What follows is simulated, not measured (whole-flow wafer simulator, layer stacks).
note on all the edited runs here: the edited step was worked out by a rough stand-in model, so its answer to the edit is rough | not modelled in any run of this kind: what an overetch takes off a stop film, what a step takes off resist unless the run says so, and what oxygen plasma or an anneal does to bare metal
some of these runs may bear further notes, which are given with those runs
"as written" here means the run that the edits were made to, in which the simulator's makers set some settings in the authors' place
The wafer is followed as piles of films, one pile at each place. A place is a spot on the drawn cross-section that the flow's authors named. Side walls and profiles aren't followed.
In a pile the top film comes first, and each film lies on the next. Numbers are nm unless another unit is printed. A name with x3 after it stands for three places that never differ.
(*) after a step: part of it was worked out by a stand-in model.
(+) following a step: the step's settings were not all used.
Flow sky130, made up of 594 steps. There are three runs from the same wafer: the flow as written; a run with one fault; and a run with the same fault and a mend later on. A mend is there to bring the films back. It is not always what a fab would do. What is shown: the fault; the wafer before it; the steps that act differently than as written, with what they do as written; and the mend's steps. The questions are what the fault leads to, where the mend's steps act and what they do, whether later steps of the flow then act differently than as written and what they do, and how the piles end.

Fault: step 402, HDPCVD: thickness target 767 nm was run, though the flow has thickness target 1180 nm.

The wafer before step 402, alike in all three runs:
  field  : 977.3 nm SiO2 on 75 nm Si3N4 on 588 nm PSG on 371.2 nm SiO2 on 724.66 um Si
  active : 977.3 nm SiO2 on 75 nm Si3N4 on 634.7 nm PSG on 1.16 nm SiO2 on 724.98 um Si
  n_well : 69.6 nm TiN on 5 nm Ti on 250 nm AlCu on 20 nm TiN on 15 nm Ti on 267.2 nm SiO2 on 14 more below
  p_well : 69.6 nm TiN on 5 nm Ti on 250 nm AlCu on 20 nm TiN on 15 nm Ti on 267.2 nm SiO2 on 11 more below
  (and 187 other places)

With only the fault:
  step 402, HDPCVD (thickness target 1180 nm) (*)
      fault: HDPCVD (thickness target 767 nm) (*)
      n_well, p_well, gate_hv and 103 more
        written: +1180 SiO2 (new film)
        fault: +767 SiO2 (new film)
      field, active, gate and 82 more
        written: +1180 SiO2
        fault: +767 SiO2
  Steps further on in the flow that do not act as written (not shown: 22 more steps that differ only slightly, by at most 2% or 0.5 nm, whichever is larger):
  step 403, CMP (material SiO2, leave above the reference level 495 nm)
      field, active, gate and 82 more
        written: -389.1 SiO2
        fault: nothing
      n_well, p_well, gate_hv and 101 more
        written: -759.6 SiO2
        fault: -346.6 SiO2
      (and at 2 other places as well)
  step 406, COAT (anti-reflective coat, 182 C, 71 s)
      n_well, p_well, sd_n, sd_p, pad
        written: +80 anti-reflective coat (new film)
        fault: +56.3 anti-reflective coat (new film)
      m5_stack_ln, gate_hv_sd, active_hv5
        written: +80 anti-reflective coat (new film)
        fault: +71.9 anti-reflective coat (new film)
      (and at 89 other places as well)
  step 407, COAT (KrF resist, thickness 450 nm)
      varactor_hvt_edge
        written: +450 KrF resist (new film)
        fault: +440.1 KrF resist (new film)
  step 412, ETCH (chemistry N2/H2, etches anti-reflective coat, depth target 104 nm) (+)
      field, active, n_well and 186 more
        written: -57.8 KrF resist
        fault: -52.5 KrF resist
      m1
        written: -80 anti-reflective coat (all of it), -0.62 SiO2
        fault: -66.1 anti-reflective coat (all of it), -0.73 SiO2
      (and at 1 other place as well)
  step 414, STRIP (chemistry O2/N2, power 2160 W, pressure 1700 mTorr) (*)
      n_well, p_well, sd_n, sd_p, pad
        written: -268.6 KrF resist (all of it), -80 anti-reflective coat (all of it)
        fault: -273.9 KrF resist (all of it), -56.3 anti-reflective coat (all of it)
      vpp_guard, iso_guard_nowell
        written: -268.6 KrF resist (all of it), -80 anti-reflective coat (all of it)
        fault: -274 KrF resist (all of it), -91.3 anti-reflective coat (all of it)
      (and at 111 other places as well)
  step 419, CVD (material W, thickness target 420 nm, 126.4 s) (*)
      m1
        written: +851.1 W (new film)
        fault: +826.9 W (new film)
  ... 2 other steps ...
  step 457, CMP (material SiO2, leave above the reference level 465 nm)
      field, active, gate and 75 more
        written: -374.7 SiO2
        fault: -357 SiO2
  The piles end different from the flow's at iso_guard__w1, mim_edge_plate_strap, mim_edge_plate, mim_edge_gap, mim_edge_gap_sheet, vpp_m3ln, via3_hole, via3_enc by more than 2% or 0.5 nm, whichever is larger.
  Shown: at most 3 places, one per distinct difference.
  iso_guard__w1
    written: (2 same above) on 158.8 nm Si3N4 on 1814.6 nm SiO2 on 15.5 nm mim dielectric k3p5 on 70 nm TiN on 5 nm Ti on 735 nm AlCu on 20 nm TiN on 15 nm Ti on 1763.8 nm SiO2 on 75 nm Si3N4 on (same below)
    fault: (2 same above) on 158.8 nm Si3N4 on 1815.2 nm SiO2 on 15.5 nm mim dielectric k3p5 on 70 nm TiN on 5 nm Ti on 735 nm AlCu on 20 nm TiN on 15 nm Ti on 18.9 nm TiN on 1744.3 nm SiO2 on 75 nm Si3N4 on (same below)
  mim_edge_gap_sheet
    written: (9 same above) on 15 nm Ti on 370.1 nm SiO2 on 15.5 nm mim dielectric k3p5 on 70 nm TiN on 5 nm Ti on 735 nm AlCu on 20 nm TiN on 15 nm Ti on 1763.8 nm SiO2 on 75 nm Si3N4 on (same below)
    fault: (9 same above) on 15 nm Ti on 370.7 nm SiO2 on 15.5 nm mim dielectric k3p5 on 70 nm TiN on 5 nm Ti on 735 nm AlCu on 20 nm TiN on 15 nm Ti on 18.9 nm TiN on 1744.3 nm SiO2 on 75 nm Si3N4 on (same below)
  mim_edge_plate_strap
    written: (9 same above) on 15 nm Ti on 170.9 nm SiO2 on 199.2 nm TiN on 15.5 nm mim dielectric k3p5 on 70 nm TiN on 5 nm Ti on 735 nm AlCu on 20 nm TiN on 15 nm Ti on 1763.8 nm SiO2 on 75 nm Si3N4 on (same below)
    fault: (9 same above) on 15 nm Ti on 171.6 nm SiO2 on 199.2 nm TiN on 15.5 nm mim dielectric k3p5 on 70 nm TiN on 5 nm Ti on 735 nm AlCu on 20 nm TiN on 15 nm Ti on 18.9 nm TiN on 1744.3 nm SiO2 on 75 nm Si3N4 on (same below)

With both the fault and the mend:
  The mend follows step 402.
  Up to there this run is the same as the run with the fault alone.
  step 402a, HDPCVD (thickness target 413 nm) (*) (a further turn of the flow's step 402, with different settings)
      field, active, n_well and 188 more
        +413 SiO2
  Steps further on in the flow that do not act as written (not shown: 13 more steps that differ only slightly, by at most 2% or 0.5 nm, whichever is larger):
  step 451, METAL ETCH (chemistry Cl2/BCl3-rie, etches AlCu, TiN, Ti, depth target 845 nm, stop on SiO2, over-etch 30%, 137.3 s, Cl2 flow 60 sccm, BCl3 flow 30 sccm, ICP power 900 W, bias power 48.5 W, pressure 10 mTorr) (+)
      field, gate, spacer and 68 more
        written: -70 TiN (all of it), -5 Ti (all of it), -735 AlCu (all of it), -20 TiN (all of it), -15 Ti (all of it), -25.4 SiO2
        mend: -70 TiN (all of it), -5 Ti (all of it), -735 AlCu (all of it), -20 TiN (all of it), -15 Ti (all of it), -26.8 SiO2
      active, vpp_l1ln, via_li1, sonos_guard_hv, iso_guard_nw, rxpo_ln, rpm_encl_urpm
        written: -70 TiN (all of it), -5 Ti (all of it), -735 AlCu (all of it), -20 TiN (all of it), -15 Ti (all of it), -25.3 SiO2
        mend: -70 TiN (all of it), -5 Ti (all of it), -735 AlCu (all of it), -20 TiN (all of it), -15 Ti (all of it), -26.8 SiO2
  At the end the piles are close to the flow's at the places that both follow, differing by at most 2% or 0.5 nm, whichever is larger.
